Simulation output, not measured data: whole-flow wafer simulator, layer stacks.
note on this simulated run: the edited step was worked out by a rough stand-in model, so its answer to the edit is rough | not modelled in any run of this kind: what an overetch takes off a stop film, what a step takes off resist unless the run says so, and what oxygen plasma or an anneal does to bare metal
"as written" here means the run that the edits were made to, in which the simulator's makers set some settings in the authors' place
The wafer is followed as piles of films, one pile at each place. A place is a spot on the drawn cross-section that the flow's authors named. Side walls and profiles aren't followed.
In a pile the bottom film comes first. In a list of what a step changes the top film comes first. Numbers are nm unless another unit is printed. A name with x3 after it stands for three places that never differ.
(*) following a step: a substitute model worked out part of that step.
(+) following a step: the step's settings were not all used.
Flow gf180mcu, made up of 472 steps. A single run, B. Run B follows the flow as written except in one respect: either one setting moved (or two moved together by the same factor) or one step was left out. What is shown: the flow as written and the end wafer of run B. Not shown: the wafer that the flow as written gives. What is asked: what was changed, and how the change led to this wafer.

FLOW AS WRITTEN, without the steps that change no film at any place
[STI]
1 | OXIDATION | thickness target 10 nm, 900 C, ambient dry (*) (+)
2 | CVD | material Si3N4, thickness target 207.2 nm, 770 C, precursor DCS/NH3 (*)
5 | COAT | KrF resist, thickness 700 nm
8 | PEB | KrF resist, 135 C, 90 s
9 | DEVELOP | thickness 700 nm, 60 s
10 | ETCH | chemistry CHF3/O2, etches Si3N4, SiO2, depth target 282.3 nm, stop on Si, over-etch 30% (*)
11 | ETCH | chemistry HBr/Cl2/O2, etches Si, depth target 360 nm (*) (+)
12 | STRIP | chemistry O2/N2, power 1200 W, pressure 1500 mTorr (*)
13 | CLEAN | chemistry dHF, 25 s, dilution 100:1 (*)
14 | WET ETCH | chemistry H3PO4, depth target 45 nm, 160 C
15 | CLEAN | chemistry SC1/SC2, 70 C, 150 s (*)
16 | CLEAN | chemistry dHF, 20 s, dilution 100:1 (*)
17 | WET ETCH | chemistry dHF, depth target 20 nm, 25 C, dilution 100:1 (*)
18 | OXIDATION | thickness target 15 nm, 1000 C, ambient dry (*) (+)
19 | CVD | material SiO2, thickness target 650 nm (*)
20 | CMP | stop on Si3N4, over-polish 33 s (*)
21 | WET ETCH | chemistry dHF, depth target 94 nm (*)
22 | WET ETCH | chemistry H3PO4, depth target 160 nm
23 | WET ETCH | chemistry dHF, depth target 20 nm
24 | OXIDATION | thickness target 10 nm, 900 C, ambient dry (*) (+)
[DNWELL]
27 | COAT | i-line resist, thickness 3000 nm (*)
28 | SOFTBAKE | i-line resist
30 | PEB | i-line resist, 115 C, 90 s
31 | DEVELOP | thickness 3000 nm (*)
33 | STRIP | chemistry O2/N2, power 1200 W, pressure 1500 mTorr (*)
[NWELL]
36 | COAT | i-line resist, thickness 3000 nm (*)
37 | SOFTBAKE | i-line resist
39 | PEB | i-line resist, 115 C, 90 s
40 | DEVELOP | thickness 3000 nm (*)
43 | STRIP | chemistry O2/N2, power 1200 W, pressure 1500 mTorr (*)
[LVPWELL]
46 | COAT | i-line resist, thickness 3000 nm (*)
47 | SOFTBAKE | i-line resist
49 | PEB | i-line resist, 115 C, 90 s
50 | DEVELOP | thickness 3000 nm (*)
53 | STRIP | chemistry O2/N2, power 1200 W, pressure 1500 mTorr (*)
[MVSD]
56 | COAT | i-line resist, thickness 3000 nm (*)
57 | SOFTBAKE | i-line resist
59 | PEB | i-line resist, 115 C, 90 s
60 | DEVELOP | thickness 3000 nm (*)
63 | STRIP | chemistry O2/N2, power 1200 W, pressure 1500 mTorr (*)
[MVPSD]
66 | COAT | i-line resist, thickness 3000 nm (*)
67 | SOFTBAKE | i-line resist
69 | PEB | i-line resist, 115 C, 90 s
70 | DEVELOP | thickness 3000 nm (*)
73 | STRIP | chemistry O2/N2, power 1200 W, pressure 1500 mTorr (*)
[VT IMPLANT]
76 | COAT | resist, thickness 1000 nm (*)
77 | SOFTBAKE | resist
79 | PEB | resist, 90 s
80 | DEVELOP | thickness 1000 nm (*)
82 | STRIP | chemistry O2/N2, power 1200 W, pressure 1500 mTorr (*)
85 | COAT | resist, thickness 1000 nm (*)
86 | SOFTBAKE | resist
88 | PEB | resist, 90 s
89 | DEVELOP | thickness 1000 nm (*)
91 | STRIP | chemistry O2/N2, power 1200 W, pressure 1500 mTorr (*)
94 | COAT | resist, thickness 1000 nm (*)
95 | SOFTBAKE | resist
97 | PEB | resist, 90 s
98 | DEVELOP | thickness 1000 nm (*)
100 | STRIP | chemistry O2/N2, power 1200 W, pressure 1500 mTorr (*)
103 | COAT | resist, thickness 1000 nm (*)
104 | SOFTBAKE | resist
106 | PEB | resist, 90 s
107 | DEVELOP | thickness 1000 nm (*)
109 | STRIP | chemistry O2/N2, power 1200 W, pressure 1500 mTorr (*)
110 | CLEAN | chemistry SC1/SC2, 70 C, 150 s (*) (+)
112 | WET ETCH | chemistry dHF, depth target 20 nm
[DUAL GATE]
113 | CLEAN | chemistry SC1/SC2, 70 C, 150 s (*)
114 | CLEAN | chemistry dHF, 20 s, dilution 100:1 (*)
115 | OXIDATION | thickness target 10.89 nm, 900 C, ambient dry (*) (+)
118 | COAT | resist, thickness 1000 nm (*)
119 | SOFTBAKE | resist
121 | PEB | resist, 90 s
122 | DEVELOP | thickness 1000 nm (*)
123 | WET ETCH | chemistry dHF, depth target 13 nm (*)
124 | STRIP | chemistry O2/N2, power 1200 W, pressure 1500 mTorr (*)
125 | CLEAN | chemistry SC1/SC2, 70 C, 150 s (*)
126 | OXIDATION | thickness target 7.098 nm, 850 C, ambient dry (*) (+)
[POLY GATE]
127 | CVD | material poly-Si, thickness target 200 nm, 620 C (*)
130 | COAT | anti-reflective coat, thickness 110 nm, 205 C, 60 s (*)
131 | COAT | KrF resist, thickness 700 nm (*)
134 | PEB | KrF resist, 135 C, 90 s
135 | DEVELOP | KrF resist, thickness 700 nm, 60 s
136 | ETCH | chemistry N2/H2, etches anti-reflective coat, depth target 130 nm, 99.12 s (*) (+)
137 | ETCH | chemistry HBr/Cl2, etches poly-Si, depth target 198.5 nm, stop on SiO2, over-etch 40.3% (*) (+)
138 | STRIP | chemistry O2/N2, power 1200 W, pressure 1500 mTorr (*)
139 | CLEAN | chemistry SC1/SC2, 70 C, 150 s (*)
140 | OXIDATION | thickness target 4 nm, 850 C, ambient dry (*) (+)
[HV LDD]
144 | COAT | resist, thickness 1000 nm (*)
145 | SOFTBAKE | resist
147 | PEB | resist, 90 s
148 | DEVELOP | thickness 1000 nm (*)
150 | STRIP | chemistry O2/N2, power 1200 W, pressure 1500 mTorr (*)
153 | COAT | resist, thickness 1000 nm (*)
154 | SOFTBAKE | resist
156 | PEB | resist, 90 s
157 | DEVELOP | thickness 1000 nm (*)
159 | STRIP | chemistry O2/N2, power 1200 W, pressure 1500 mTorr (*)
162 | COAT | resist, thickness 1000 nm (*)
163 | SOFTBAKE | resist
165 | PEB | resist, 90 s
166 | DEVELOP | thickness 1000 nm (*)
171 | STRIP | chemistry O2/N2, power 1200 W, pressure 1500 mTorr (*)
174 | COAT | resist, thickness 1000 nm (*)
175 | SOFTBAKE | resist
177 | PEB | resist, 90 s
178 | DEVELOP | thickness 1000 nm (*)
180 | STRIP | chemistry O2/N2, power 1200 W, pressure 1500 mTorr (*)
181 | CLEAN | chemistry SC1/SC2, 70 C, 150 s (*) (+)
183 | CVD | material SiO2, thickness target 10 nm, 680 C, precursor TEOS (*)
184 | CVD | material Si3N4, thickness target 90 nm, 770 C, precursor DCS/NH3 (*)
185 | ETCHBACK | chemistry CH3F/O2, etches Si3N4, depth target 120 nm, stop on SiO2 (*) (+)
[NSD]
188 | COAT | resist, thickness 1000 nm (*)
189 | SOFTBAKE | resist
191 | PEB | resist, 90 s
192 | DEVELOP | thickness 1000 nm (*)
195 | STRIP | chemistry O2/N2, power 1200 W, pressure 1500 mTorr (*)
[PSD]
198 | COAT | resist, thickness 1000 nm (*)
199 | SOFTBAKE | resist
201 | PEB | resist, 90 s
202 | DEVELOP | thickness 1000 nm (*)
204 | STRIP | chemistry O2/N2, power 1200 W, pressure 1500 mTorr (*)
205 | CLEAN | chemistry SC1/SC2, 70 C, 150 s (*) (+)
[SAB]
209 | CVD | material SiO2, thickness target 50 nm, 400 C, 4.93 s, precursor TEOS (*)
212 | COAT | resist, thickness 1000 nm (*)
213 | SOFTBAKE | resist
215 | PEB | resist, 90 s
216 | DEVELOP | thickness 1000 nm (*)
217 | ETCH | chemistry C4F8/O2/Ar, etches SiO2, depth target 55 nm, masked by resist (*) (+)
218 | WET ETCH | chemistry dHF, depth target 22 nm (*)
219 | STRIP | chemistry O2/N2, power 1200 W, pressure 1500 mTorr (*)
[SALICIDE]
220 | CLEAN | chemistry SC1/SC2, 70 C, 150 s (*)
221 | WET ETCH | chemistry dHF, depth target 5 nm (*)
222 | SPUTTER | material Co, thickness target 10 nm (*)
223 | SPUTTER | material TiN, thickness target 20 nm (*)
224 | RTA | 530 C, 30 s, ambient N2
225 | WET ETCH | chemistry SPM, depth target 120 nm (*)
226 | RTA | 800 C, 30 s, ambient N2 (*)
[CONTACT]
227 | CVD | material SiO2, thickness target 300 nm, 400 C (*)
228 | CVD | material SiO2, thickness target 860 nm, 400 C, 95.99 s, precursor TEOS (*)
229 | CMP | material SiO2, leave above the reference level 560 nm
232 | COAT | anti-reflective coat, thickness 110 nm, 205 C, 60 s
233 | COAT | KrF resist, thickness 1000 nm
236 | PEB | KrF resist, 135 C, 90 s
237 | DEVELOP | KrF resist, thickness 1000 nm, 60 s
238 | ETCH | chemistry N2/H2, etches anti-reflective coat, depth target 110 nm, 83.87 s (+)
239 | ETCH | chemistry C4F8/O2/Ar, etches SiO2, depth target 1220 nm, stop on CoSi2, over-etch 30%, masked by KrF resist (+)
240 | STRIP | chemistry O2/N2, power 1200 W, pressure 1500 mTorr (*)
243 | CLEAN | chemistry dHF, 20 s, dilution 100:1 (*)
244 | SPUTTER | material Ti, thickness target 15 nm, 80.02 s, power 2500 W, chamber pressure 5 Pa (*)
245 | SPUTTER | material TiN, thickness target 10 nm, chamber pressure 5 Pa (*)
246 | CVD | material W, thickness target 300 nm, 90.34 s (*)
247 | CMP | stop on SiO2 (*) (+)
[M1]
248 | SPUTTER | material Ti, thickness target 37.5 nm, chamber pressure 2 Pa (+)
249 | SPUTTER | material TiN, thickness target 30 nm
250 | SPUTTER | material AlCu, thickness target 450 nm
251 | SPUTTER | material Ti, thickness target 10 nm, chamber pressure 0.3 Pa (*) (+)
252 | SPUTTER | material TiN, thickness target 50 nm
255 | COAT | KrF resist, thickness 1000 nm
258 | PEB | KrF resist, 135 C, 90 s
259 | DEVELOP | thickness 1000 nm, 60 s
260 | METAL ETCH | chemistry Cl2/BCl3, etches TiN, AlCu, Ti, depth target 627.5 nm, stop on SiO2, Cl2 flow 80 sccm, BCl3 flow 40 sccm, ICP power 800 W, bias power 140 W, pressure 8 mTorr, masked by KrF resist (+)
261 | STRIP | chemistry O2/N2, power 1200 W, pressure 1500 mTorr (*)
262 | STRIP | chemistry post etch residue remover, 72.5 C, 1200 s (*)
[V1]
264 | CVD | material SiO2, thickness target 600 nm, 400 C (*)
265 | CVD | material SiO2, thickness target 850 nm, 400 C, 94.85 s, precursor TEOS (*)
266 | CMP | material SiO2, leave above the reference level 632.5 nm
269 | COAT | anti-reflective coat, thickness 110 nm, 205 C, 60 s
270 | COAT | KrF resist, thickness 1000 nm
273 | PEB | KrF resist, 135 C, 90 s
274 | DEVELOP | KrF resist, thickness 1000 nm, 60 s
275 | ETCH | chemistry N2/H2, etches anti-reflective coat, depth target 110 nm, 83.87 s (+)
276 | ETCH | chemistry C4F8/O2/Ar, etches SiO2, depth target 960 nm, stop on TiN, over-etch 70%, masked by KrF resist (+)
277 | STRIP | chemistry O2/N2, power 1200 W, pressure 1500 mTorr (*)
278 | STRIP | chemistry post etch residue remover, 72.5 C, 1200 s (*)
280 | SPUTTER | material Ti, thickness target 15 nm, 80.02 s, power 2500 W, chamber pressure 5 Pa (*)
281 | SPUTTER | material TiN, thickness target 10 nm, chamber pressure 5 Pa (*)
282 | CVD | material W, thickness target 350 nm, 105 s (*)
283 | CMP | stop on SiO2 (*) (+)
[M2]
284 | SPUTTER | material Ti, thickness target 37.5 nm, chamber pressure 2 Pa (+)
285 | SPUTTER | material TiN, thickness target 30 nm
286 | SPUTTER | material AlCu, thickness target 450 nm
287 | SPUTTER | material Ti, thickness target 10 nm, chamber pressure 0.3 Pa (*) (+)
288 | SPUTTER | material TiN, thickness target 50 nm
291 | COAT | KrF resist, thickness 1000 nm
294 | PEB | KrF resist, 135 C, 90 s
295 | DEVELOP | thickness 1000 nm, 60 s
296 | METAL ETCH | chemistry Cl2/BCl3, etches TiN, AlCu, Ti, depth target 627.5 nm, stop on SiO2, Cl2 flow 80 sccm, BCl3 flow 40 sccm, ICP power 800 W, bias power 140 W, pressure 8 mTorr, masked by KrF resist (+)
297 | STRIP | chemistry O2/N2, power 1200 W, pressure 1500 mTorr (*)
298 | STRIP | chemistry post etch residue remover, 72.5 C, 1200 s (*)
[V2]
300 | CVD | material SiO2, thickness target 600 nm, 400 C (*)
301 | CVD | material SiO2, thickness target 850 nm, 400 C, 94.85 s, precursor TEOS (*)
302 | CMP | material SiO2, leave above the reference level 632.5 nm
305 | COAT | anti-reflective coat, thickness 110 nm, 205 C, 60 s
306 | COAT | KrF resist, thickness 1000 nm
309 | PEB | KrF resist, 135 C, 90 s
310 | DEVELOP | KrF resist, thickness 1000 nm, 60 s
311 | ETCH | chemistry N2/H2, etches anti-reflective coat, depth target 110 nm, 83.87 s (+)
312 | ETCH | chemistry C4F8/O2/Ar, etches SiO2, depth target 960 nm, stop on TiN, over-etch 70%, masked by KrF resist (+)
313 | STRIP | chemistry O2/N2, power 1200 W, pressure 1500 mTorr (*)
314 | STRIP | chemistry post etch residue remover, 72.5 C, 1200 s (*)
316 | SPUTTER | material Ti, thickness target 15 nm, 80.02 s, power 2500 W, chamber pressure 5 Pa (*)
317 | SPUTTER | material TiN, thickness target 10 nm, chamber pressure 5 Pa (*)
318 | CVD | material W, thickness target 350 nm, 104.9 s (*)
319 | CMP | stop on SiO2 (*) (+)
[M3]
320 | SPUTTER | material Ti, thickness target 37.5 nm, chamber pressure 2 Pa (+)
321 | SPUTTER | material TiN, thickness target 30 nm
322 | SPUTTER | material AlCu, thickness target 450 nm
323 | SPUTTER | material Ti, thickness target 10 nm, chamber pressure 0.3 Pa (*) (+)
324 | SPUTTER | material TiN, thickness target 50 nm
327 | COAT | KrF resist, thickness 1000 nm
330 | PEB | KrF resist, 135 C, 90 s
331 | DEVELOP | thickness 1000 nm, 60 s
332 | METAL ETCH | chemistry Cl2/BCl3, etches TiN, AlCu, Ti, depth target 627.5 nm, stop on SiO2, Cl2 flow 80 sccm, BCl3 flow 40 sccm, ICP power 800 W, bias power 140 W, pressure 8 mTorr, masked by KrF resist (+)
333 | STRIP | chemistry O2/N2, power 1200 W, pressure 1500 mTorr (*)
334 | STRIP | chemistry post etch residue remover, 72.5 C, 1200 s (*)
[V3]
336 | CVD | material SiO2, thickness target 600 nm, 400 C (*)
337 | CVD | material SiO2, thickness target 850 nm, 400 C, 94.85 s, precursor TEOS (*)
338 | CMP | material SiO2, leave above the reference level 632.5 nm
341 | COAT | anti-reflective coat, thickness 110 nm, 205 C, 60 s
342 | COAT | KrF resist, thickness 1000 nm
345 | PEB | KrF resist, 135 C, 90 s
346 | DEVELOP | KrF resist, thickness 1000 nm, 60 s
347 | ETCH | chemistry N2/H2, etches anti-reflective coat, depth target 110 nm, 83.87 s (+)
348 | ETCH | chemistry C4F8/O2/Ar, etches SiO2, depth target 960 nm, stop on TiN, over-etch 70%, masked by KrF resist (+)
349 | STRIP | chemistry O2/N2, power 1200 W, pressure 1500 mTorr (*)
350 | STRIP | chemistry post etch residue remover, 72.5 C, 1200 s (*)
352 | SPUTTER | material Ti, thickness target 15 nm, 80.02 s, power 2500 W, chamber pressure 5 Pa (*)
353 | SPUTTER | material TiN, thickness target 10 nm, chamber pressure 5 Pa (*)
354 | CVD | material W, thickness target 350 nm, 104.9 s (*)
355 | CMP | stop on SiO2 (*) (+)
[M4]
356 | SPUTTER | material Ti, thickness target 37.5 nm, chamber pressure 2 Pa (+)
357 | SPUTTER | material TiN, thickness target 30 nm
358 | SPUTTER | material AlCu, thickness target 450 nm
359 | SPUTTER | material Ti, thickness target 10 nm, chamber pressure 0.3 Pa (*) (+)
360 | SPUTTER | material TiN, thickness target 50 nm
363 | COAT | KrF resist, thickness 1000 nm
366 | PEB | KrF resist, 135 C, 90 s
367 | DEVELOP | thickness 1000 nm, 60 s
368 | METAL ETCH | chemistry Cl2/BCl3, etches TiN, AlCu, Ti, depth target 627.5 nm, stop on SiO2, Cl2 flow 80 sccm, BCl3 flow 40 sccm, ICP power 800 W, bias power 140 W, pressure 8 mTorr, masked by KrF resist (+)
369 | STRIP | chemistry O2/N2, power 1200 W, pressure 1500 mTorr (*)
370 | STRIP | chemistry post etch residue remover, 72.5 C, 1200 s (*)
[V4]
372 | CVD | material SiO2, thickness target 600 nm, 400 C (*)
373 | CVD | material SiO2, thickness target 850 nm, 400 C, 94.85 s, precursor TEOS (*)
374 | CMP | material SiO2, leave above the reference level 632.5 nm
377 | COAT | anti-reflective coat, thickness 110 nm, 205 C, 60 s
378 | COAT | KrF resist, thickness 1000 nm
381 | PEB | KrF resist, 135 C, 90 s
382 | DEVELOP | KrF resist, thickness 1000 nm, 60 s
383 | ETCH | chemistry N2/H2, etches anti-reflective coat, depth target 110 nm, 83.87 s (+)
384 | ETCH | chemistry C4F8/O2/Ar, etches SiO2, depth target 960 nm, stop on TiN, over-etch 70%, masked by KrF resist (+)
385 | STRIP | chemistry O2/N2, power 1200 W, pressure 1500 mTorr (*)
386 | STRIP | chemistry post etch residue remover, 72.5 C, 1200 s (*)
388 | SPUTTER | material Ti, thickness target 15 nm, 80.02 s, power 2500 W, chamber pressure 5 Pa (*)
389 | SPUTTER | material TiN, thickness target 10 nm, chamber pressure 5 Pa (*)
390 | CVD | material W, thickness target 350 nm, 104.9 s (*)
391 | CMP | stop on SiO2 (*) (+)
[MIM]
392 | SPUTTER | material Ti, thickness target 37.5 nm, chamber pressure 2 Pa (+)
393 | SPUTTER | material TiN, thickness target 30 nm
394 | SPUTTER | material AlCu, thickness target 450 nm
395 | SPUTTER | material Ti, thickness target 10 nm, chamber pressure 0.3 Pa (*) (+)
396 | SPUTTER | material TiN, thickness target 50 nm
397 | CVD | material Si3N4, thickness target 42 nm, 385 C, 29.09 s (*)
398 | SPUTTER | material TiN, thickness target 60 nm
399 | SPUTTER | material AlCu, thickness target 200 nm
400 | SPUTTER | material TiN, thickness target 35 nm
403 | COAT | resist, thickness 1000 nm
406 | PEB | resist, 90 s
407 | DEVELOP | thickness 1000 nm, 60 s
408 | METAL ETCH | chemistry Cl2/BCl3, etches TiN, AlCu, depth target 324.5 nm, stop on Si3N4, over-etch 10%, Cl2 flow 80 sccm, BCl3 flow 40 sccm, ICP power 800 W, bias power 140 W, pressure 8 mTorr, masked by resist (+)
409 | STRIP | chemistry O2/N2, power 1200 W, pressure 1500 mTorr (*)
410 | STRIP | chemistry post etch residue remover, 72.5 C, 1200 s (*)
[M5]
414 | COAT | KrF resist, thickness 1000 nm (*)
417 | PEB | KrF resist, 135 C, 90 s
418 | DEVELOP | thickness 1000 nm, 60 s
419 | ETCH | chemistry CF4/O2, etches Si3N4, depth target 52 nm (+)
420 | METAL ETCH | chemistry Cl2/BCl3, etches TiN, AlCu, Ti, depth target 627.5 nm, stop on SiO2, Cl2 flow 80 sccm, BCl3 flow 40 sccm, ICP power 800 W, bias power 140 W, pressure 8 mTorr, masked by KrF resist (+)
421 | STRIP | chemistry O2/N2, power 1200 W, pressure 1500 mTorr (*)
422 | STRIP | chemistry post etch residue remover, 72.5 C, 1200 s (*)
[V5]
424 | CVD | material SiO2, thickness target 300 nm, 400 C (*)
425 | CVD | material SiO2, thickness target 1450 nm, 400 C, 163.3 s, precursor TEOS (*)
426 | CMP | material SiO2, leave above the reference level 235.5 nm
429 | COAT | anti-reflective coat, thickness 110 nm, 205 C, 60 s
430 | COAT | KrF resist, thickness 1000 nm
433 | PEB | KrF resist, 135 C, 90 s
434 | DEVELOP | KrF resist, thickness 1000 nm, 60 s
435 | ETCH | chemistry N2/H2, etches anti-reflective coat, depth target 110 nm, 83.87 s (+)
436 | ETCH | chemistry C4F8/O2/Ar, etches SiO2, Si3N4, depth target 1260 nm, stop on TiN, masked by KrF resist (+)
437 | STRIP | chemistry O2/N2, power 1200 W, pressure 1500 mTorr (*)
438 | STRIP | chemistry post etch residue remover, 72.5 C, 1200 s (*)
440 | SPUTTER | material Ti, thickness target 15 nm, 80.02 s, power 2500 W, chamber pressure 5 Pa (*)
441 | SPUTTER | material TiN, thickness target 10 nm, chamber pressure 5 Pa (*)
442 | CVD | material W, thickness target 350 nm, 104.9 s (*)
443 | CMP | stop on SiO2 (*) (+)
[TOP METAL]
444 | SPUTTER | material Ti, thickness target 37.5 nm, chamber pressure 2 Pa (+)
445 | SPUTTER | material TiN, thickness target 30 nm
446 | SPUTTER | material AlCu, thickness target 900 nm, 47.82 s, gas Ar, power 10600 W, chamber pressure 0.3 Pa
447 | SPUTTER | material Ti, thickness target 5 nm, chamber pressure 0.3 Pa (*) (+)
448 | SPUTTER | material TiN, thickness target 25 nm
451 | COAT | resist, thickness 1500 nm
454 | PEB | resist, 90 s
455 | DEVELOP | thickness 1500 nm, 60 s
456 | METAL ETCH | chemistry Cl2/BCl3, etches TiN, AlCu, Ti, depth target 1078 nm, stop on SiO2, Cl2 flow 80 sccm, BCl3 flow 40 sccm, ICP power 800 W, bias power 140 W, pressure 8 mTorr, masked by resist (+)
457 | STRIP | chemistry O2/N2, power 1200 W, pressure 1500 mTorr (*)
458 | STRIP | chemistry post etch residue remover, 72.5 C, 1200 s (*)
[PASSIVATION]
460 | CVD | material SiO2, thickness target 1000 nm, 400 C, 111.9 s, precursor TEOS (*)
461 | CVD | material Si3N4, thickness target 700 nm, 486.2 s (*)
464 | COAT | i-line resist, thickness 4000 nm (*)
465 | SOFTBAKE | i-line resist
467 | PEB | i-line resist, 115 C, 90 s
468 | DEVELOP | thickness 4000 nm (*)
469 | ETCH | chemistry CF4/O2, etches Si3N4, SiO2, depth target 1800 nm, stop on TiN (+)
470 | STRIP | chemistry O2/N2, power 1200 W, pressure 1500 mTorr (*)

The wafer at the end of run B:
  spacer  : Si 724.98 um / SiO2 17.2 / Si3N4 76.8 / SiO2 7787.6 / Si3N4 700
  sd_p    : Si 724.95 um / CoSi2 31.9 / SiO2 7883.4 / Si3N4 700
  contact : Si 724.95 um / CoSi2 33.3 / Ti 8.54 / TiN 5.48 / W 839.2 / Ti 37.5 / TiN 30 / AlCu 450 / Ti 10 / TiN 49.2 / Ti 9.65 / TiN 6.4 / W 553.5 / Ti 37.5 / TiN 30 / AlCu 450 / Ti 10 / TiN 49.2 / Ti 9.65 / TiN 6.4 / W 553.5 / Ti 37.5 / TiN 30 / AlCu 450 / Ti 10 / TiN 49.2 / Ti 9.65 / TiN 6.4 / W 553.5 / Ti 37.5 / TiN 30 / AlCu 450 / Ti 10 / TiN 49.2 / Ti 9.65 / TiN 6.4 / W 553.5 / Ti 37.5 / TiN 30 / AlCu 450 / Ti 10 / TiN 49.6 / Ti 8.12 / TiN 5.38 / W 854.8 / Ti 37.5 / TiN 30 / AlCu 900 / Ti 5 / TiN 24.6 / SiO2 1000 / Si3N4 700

Cause: step 184, CVD: thickness target 81 nm was run, whereas the flow has thickness target 90 nm.

How this came from the change, step by step:
  184 | CVD | material Si3N4, thickness target 90 nm, 770 C, precursor DCS/NH3 (*)
      field, field__w1, field__w2 and 101 more: +81 Si3N4 (new film) (in the flow as written it would be: +90 Si3N4 (new film))
  185 | ETCHBACK | chemistry CH3F/O2, etches Si3N4, depth target 120 nm, stop on SiO2 (*) (+)
      field, field__w1, field__w2 and 100 more: -81 Si3N4 (all of it), -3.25 SiO2 (in the flow as written it would be: -90 Si3N4 (all of it), -2.5 SiO2)
  189 | SOFTBAKE | resist
      field: nothing (in the flow as written it would be: +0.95 resist)
  199 | SOFTBAKE | resist
      field: nothing (in the flow as written it would be: +0.95 resist)
  218 | WET ETCH | chemistry dHF, depth target 22 nm (*)
      gate, gate_hv, gate_p and 23 more: -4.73 SiO2 (all of it) (in the flow as written it would be: -5.48 SiO2 (all of it))
      active, p_well, sd_n, iso_ptap_pw, iso_ntap_nw, iso_ptap_sub, vpnp_e: -8.26 SiO2 (all of it) (in the flow as written it would be: -9.01 SiO2 (all of it))
      (and at 16 other places as well)
  223 | SPUTTER | material TiN, thickness target 20 nm (*)
      field__w3: +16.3 TiN (new film) (in the flow as written it would be: +15.7 TiN (new film))
  225 | WET ETCH | chemistry SPM, depth target 120 nm (*)
      field__w3: -16.3 TiN (all of it), -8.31 Co (all of it) (in the flow as written it would be: -15.7 TiN (all of it), -8.06 Co (all of it))
  226 | RTA | 800 C, 30 s, ambient N2 (*)
      ld_drn_p: +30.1 CoSi2 (new film), -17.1 CoSi (all of it), -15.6 Si (in the flow as written it would be: +29.4 CoSi2 (new film), -16.7 CoSi (all of it), -15.2 Si)
  229 | CMP | material SiO2, leave above the reference level 560 nm
      spacer: -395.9 SiO2 (in the flow as written it would be: -404.9 SiO2)
